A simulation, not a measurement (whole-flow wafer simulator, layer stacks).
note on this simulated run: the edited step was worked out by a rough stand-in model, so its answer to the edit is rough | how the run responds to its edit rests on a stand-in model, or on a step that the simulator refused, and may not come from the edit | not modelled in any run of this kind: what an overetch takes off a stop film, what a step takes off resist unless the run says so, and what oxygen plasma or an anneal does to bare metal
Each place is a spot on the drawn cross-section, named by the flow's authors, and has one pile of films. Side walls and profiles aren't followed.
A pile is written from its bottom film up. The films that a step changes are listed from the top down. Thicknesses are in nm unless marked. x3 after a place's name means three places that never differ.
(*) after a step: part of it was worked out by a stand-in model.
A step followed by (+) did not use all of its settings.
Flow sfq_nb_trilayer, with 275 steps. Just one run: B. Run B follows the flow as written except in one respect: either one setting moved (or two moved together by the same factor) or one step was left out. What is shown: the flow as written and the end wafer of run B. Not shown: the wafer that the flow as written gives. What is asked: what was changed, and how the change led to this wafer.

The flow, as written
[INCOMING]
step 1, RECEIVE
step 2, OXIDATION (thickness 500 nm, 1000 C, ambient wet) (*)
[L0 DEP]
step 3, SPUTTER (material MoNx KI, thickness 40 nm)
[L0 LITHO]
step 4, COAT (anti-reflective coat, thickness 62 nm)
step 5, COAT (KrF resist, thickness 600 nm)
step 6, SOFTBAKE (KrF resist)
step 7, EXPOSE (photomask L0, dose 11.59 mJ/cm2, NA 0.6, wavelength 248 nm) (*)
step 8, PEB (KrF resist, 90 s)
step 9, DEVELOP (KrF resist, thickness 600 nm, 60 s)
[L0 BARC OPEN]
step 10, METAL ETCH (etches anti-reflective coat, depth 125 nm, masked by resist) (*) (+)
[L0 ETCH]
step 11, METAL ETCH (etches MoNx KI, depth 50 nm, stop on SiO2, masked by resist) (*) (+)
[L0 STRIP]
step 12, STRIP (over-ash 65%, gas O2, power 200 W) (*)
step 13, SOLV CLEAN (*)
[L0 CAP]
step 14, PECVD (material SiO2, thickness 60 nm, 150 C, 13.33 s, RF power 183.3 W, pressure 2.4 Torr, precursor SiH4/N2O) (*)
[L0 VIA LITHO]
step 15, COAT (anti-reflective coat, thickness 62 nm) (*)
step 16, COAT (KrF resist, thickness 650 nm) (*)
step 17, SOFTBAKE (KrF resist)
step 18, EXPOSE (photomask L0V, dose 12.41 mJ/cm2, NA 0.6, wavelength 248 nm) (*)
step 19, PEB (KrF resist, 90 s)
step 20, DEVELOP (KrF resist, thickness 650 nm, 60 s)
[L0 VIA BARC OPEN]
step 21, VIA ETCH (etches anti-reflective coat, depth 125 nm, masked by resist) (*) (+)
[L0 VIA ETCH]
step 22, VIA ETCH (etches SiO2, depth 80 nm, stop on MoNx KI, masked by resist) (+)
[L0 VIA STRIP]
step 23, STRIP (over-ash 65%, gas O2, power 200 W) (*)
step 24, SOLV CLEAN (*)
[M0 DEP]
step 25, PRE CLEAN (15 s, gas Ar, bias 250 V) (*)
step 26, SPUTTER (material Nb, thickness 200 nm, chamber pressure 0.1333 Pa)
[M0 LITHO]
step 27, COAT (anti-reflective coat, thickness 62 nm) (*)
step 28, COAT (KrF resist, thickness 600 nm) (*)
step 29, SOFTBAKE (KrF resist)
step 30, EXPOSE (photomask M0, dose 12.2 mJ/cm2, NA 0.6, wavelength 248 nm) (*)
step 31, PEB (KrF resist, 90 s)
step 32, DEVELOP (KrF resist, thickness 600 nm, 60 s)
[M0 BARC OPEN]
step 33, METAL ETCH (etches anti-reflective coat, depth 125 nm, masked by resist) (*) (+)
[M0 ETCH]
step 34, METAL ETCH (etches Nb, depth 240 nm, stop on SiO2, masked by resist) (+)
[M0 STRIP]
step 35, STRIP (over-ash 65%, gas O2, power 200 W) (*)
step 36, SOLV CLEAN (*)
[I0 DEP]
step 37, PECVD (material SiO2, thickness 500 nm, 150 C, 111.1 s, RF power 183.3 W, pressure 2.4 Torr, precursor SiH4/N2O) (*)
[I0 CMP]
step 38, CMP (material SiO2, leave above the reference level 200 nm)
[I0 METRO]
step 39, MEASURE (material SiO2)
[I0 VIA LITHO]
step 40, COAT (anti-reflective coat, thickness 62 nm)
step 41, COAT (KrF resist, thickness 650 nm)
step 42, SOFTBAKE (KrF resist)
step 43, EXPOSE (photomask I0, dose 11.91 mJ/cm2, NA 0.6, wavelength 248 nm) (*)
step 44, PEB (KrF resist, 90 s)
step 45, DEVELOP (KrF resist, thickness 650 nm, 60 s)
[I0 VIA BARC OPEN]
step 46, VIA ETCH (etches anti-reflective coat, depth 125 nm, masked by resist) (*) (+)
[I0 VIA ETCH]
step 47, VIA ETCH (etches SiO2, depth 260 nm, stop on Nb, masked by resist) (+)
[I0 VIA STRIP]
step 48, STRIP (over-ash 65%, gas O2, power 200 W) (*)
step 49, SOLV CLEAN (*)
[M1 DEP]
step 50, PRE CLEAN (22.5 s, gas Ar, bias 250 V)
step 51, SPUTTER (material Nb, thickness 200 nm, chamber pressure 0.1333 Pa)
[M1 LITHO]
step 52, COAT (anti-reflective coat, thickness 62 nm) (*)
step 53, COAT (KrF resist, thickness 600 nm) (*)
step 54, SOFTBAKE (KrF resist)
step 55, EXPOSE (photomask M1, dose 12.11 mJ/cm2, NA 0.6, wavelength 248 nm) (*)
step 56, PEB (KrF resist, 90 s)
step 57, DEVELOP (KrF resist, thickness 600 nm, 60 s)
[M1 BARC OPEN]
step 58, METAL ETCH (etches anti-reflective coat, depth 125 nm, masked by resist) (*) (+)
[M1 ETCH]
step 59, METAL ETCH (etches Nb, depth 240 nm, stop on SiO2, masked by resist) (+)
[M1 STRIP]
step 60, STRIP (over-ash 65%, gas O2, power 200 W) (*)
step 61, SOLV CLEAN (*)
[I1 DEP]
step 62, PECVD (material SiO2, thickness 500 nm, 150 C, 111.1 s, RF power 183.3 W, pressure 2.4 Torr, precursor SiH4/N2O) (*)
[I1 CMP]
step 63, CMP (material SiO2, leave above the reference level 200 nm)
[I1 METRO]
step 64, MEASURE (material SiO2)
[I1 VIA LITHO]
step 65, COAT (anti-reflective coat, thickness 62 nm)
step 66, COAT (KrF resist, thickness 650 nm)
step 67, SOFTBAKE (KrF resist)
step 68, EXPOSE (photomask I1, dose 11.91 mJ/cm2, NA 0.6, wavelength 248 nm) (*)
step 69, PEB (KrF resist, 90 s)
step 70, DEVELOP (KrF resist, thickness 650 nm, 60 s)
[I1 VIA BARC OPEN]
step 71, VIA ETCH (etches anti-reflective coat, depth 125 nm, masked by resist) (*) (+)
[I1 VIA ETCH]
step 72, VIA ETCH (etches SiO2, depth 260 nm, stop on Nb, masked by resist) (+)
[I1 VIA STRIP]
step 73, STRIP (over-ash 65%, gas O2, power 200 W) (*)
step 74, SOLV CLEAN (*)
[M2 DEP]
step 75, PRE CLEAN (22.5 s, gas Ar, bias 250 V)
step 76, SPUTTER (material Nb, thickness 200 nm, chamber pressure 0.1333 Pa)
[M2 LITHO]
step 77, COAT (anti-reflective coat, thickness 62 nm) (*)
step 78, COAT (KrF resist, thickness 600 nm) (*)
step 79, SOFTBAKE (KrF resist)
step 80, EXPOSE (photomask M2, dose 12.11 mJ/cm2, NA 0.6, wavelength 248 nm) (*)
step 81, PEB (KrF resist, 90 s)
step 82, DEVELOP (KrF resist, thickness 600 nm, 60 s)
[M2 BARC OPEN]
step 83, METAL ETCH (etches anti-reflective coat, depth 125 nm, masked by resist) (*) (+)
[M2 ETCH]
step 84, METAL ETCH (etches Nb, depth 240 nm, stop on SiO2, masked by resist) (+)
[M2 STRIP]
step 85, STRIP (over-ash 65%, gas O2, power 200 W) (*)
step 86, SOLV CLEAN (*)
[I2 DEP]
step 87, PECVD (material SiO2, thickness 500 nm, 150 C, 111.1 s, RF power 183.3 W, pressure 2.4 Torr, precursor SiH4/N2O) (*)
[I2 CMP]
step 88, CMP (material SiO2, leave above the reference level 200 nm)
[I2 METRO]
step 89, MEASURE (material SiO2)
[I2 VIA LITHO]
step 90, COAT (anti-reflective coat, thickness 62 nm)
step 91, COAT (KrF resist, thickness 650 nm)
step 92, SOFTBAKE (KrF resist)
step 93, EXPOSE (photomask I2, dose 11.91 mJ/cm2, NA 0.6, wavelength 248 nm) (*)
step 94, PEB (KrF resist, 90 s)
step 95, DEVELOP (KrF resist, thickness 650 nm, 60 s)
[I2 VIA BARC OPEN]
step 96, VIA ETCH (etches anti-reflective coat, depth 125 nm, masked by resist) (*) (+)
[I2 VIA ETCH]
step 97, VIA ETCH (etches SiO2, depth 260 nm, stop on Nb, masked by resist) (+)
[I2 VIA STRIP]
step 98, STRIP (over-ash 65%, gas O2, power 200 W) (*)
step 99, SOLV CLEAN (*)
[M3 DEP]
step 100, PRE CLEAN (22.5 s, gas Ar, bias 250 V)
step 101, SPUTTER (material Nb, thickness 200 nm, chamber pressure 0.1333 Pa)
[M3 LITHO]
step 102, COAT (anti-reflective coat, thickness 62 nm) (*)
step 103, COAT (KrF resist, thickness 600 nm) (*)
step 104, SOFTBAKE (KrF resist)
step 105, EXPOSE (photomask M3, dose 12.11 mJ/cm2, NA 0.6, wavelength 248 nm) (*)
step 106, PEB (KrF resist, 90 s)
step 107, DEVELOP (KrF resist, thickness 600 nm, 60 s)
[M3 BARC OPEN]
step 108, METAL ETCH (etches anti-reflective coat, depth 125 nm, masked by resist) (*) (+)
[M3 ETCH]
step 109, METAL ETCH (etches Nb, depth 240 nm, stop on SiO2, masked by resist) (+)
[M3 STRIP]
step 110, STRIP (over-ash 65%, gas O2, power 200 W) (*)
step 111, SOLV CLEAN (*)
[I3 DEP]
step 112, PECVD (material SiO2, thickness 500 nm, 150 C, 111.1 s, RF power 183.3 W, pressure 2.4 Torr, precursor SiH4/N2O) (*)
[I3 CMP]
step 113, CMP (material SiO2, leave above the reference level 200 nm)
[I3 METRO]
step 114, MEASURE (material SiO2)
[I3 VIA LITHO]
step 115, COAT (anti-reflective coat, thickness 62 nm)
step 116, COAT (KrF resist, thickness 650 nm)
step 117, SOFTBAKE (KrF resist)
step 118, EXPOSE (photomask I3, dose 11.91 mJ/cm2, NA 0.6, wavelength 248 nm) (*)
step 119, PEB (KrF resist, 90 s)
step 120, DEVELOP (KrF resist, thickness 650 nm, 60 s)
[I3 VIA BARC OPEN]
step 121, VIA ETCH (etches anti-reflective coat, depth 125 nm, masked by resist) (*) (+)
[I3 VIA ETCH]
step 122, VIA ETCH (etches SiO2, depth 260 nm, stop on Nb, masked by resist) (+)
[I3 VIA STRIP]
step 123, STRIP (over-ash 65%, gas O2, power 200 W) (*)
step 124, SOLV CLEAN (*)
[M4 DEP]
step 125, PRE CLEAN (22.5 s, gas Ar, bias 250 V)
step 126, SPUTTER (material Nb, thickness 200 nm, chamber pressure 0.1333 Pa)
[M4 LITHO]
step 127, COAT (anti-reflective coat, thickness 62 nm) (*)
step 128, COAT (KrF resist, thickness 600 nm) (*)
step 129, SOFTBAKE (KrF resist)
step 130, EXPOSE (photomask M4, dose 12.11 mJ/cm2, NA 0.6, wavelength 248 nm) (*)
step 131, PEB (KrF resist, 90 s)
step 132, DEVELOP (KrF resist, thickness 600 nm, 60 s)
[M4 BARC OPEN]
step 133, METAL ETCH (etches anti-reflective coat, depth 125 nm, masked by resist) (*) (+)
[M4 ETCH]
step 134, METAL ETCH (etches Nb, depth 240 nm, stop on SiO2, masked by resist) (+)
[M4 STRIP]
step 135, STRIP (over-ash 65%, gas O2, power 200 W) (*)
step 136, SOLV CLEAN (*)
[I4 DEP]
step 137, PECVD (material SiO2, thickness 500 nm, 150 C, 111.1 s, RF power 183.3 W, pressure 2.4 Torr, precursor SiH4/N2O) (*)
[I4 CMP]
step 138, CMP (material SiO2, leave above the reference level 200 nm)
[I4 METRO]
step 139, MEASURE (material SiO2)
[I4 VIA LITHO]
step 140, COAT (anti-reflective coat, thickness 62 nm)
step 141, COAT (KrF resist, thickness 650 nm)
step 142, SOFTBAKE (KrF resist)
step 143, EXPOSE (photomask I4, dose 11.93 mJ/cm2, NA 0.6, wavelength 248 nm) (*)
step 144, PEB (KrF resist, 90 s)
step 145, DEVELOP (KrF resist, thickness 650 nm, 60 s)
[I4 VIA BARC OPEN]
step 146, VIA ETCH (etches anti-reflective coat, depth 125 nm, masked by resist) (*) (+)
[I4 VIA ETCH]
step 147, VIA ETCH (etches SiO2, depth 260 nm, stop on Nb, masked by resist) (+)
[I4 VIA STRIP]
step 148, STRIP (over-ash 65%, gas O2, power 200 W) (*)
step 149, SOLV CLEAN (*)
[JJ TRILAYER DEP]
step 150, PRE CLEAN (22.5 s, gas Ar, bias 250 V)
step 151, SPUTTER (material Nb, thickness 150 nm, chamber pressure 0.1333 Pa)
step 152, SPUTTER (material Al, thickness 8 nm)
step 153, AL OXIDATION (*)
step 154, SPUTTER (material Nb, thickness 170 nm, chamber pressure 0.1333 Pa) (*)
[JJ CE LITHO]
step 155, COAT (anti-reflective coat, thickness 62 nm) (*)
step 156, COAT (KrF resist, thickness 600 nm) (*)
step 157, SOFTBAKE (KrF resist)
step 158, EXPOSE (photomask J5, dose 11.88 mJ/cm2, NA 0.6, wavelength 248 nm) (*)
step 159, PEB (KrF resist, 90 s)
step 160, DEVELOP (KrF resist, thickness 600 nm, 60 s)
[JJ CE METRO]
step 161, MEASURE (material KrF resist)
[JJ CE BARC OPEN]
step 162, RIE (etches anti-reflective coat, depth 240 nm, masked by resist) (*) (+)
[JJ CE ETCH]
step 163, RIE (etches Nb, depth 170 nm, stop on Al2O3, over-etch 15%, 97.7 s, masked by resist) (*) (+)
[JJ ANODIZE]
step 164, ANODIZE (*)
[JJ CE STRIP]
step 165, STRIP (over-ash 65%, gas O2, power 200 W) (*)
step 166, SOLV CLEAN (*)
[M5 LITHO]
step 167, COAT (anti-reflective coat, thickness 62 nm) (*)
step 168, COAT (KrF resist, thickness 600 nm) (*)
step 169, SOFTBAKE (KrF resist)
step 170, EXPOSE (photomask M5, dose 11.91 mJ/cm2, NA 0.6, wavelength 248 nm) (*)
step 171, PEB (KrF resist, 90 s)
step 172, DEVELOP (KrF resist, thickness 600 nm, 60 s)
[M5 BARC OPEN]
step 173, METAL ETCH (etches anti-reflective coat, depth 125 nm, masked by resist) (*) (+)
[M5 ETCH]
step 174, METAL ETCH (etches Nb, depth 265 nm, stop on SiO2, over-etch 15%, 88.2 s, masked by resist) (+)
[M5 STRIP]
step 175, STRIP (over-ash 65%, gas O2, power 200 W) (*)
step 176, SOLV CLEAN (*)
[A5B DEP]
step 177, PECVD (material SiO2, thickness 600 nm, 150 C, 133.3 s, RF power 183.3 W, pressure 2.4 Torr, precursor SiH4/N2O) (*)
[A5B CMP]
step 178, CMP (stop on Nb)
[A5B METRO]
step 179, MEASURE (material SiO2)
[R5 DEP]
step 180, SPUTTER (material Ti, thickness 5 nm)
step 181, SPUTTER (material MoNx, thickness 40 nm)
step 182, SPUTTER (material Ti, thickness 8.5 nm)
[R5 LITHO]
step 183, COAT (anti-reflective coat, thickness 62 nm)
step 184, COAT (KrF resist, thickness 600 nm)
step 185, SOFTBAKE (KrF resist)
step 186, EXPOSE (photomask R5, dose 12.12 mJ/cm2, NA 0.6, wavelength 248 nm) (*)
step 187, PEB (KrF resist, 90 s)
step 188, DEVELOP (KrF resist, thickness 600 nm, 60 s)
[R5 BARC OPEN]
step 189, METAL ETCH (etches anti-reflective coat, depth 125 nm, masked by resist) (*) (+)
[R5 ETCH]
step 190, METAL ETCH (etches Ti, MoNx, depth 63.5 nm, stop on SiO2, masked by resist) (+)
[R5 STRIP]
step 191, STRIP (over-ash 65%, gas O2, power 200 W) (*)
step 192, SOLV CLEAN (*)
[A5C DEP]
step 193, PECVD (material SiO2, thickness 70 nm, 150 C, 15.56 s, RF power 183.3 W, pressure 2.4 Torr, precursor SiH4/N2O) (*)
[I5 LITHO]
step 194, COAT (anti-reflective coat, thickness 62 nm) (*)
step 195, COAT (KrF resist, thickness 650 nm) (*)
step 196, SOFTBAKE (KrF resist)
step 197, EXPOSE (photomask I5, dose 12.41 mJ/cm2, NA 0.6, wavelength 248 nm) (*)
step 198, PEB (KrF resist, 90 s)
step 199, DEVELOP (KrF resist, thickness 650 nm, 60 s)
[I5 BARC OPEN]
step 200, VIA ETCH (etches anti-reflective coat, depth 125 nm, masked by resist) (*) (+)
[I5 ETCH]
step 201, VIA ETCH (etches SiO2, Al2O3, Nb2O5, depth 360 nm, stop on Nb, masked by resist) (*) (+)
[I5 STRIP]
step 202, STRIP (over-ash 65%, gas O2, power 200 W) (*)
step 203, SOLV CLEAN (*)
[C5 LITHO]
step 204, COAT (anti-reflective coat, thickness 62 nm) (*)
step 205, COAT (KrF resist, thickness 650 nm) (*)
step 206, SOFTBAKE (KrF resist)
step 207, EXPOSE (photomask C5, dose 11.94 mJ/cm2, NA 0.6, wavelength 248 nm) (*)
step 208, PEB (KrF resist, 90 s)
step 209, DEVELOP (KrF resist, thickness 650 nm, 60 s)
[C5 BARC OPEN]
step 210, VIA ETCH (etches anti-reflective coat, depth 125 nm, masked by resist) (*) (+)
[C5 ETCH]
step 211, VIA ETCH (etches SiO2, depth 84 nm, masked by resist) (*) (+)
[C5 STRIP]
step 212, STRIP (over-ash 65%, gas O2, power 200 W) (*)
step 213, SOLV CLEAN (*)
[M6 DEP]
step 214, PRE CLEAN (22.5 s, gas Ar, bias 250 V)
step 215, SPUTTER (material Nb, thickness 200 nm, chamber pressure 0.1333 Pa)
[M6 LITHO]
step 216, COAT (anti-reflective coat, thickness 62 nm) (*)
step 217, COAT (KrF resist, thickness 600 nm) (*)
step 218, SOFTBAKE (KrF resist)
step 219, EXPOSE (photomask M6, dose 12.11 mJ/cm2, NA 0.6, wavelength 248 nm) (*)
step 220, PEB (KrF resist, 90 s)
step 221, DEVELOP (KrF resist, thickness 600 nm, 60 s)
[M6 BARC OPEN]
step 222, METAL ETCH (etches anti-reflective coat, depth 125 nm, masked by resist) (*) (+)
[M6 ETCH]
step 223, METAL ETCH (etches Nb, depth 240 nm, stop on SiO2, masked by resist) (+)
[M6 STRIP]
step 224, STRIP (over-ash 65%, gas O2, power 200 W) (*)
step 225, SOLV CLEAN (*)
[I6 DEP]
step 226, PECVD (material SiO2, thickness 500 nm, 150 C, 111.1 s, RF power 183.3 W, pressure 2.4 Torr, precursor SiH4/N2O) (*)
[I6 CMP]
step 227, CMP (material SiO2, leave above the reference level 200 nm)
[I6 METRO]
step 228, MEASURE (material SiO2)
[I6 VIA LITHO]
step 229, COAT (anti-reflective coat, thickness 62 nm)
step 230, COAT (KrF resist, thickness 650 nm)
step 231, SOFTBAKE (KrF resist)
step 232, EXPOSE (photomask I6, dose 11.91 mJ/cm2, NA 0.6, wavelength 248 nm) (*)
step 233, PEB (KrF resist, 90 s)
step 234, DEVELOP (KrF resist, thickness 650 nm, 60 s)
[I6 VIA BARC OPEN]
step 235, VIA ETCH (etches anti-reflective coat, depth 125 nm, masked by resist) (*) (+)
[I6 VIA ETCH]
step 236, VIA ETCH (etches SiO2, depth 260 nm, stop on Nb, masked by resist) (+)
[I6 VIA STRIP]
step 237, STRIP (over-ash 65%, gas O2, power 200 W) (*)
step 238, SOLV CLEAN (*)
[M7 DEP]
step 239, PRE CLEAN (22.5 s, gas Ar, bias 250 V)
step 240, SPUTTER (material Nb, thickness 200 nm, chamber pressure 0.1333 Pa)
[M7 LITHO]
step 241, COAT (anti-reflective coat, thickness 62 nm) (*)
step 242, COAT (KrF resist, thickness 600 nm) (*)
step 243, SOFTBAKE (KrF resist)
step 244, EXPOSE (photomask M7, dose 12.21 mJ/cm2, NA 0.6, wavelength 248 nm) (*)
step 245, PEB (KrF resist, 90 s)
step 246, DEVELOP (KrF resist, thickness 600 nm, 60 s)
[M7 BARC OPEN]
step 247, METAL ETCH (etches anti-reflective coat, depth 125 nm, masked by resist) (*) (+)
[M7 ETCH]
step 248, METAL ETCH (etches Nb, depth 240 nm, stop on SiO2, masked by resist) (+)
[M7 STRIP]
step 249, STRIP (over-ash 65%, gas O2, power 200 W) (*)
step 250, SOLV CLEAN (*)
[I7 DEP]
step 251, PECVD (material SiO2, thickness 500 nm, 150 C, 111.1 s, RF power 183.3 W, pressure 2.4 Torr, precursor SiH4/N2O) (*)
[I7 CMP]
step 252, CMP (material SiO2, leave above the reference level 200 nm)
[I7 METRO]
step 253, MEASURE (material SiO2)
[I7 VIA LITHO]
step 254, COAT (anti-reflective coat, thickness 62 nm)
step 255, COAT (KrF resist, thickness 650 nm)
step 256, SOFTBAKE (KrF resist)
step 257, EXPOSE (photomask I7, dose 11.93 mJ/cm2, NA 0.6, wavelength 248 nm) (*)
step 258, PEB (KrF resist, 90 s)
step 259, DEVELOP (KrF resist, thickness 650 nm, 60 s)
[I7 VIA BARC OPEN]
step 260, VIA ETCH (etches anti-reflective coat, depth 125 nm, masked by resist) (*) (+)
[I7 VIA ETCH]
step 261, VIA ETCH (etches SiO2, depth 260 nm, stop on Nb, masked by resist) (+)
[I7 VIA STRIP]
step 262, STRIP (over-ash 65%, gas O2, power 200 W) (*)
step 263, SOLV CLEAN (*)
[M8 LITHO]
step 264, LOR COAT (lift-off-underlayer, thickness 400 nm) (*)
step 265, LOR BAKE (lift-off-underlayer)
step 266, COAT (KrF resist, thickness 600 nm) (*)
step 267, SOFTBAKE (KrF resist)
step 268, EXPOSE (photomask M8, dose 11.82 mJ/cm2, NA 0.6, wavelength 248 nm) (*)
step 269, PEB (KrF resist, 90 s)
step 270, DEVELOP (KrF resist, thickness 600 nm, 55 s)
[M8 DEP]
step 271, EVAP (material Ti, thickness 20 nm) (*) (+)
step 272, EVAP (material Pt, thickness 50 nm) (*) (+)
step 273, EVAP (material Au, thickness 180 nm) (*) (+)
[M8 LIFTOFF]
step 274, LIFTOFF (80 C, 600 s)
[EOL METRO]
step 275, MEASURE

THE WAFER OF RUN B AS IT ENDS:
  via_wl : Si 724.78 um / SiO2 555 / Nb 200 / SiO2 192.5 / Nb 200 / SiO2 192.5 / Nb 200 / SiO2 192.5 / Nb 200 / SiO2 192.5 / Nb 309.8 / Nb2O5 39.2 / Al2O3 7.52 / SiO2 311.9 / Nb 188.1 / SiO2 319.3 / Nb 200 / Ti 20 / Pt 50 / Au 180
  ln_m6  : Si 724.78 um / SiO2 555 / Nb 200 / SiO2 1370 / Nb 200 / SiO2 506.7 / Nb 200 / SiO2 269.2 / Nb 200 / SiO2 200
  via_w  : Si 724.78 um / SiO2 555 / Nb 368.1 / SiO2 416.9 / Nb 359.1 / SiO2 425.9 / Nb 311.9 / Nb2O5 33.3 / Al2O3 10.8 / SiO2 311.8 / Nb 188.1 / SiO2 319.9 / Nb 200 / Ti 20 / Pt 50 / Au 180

What caused this: step 177, PECVD: thickness 264 nm was run, whereas the flow has thickness 600 nm; step 177, PECVD: 58.67 s was run, where the flow has 133.3 s.

The path from the change to this, step by step:
  step 177, PECVD (material SiO2, thickness 600 nm, 150 C, 133.3 s, RF power 183.3 W, pressure 2.4 Torr, precursor SiH4/N2O) (*)
      v_sur, via_sp, via_v and 47 more: +264 SiO2 (new film) (as written it would have been: +600 SiO2 (new film))
      field_l, p4_fl, p4_fm and 39 more: +264 SiO2 (as written it would have been: +600 SiO2)
      (as well as at 14 more places)
  step 178, CMP (stop on Nb)
      field_l, p4_fl, p4_fm and 39 more: nothing (as written it would have been: -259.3 SiO2)
      r_sur, res, r_end, moat, field_r, lsp_l: nothing (as written it would have been: -252.3 SiO2)
      (as well as at 58 more places)
  step 180, SPUTTER (material Ti, thickness 5 nm)
      via_wl, via_wr: +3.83 Ti (new film) (as written it would have been: +5 Ti (new film))
  step 181, SPUTTER (material MoNx, thickness 40 nm)
      via_wl, via_wr: +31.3 MoNx (new film) (as written it would have been: +40 MoNx (new film))
      r_sur: +37.1 MoNx (new film) (as written it would have been: +40 MoNx (new film))
      (as well as at 1 more place)
  step 182, SPUTTER (material Ti, thickness 8.5 nm)
      via_wl, via_wr: +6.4 Ti (new film) (as written it would have been: +8.5 Ti (new film))
      r_sur: +7.78 Ti (new film) (as written it would have been: +8.5 Ti (new film))
  step 183, COAT (anti-reflective coat, thickness 62 nm)
      be, gap, jj_sur: +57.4 anti-reflective coat (new film) (as written it would have been: +62 anti-reflective coat (new film))
      wl_a_m6, wl_c_m6, wl_d_m1: +64 anti-reflective coat (new film) (as written it would have been: +62 anti-reflective coat (new film))
      (as well as at 55 more places)
  step 184, COAT (KrF resist, thickness 600 nm)
      ln_m5, wl_b_m5: +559 KrF resist (new film) (as written it would have been: +600 KrF resist (new film))
      wl_a_sl, wl_a_m6: +613.5 KrF resist (new film) (as written it would have been: +600 KrF resist (new film))
      (as well as at 28 more places)
  step 188, DEVELOP (KrF resist, thickness 600 nm, 60 s)
      ln_m5, wl_b_m5: -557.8 KrF resist (all of it) (as written it would have been: -598.7 KrF resist (all of it))
      wl_a_sl, wl_a_m6: -612.2 KrF resist (all of it) (as written it would have been: -598.7 KrF resist (all of it))
      (as well as at 26 more places)
  step 189, METAL ETCH (etches anti-reflective coat, depth 125 nm, masked by resist) (*) (+)
      via_wl, via_wr: -125 anti-reflective coat (as written it would have been: -62 anti-reflective coat (all of it))
      be_r, r_sur, res, r_end, r5r_line_l, r5r_line_c, r5r_line_r: -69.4 KrF resist (as written it would have been: -51.7 KrF resist)
      (as well as at 55 more places)
  step 190, METAL ETCH (etches Ti, MoNx, depth 63.5 nm, stop on SiO2, masked by resist) (+)
      via_wl: -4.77 anti-reflective coat (all of it), -6.4 Ti (all of it), -31.3 MoNx (all of it), -3.83 Ti (all of it) (as written it would have been: -8.5 Ti (all of it), -40 MoNx (all of it), -5 Ti (all of it))
      via_wr: -5.29 anti-reflective coat (all of it), -6.4 Ti (all of it), -31.3 MoNx (all of it), -3.83 Ti (all of it) (as written it would have been: -8.5 Ti (all of it), -40 MoNx (all of it), -5 Ti (all of it))
      (as well as at 1 more place)
  step 191, STRIP (over-ash 65%, gas O2, power 200 W) (*)
      r5r_line_l, r5r_line_c, r5r_line_r: -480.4 KrF resist (all of it), -62 anti-reflective coat (all of it) (as written it would have been: -498.2 KrF resist (all of it), -62 anti-reflective coat (all of it))
      be_r: -454.6 KrF resist (all of it), -52.5 anti-reflective coat (all of it) (as written it would have been: -498.2 KrF resist (all of it), -62 anti-reflective coat (all of it))
      (as well as at 3 more places)
  step 193, PECVD (material SiO2, thickness 70 nm, 150 C, 15.56 s, RF power 183.3 W, pressure 2.4 Torr, precursor SiH4/N2O) (*)
      via_wl, via_w, via_wr: +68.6 SiO2 (as written it would have been: +70 SiO2)
  step 194, COAT (anti-reflective coat, thickness 62 nm) (*)
      wl_c_m6, wl_d_m1, wl_d_sr: +64.1 anti-reflective coat (new film) (as written it would have been: +62 anti-reflective coat (new film))
      be_sur, gap: +58 anti-reflective coat (new film) (as written it would have been: +62.4 anti-reflective coat (new film))
      (as well as at 57 more places)
  step 195, COAT (KrF resist, thickness 650 nm) (*)
      m5r_line_l, m5r_line_r: +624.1 KrF resist (new film) (as written it would have been: +650 KrF resist (new film))
      m5r_space_l, m5r_space_r: +669.1 KrF resist (new film) (as written it would have been: +650 KrF resist (new film))
      (as well as at 29 more places)
  step 199, DEVELOP (KrF resist, thickness 650 nm, 60 s)
      be: -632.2 KrF resist (all of it) (as written it would have been: -649.8 KrF resist (all of it))
  step 200, VIA ETCH (etches anti-reflective coat, depth 125 nm, masked by resist) (*) (+)
      field_l, v_sur, via_wl and 102 more: -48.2 KrF resist (as written it would have been: -52 KrF resist)
      be: -57.9 anti-reflective coat (all of it), -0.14 SiO2 (as written it would have been: -62.4 anti-reflective coat (all of it), -0.16 SiO2)
  ... 14 further steps ...
  step 227, CMP (material SiO2, leave above the reference level 200 nm)
      field_l, p4_fl, p4_fm and 35 more: -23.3 SiO2 (as written it would have been: -100 SiO2)
      ln_m6, wl_a_m6, wl_c_m6, wl_f_m6: -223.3 SiO2 (as written it would have been: -300 SiO2)
      (as well as at 15 more places)
